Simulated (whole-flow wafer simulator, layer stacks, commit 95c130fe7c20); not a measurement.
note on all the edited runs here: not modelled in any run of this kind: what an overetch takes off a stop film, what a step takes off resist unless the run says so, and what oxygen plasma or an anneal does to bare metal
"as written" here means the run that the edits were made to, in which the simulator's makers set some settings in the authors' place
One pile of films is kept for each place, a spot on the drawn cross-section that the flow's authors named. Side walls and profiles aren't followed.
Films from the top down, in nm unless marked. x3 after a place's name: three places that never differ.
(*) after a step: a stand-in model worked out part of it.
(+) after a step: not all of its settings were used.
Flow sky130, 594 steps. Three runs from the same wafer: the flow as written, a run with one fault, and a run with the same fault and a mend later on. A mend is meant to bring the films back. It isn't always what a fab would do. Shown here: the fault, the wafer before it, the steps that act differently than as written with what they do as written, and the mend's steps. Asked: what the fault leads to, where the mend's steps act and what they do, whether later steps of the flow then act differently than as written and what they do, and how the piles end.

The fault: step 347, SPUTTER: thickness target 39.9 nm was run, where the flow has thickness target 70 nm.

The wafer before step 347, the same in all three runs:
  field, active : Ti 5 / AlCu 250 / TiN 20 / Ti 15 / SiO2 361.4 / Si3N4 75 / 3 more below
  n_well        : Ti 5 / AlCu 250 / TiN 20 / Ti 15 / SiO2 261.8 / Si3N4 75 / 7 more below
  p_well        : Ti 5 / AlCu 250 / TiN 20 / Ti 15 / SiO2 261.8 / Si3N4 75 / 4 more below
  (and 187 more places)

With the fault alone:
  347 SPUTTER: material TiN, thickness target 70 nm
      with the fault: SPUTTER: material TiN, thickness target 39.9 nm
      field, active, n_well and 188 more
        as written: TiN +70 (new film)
        with the fault: TiN +39.9 (new film)
  Later steps of the flow that act differently than as written (17 more steps differ only slightly, by at most 2% or 0.5 nm, whichever is larger, and aren't shown):
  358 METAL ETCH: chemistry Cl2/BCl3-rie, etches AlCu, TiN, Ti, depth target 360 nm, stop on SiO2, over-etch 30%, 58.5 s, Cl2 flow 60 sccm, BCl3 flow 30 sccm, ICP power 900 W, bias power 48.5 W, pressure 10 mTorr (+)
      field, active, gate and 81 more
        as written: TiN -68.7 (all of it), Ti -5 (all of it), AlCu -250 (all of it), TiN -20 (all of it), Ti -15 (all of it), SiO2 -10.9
        with the fault: TiN -38.6 (all of it), Ti -5 (all of it), AlCu -250 (all of it), TiN -20 (all of it), Ti -15 (all of it), SiO2 -13.9
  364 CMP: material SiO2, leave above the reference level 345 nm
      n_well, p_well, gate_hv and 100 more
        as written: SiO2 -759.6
        with the fault: SiO2 -729.5
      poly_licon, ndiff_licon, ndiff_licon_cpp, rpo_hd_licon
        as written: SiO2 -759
        with the fault: SiO2 -728.9
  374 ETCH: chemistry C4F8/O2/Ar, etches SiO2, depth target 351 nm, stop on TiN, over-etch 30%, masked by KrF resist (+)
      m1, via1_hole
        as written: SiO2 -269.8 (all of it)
        with the fault: SiO2 -299.9 (all of it)
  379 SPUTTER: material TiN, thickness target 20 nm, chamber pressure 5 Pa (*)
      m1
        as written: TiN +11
        with the fault: TiN +10.4
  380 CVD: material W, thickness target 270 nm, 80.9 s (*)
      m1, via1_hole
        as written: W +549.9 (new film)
        with the fault: W +580.5 (new film)
  At the end the piles differ from the flow's by more than 2% or 0.5 nm, whichever is larger, at n_well, p_well, gate_hv and 104 more.
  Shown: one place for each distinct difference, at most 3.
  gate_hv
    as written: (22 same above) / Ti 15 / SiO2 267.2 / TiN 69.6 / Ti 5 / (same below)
    with the fault: (22 same above) / Ti 15 / SiO2 297.3 / TiN 39.5 / Ti 5 / (same below)
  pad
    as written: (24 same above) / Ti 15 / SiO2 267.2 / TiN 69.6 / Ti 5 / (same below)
    with the fault: (24 same above) / Ti 15 / SiO2 297.3 / TiN 39.5 / Ti 5 / (same below)
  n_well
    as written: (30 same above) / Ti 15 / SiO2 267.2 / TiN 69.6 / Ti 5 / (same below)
    with the fault: (30 same above) / Ti 15 / SiO2 297.3 / TiN 39.5 / Ti 5 / (same below)

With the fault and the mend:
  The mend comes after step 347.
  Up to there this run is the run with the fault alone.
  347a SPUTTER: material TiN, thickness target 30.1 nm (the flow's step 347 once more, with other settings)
      field, active, n_well and 188 more
        TiN +30.1
  No later step of the flow acts differently than as written, at any place that is followed, by more than 2% or 0.5 nm, whichever is larger.
  At the end the piles are the same as the flow's at every place that both follow.
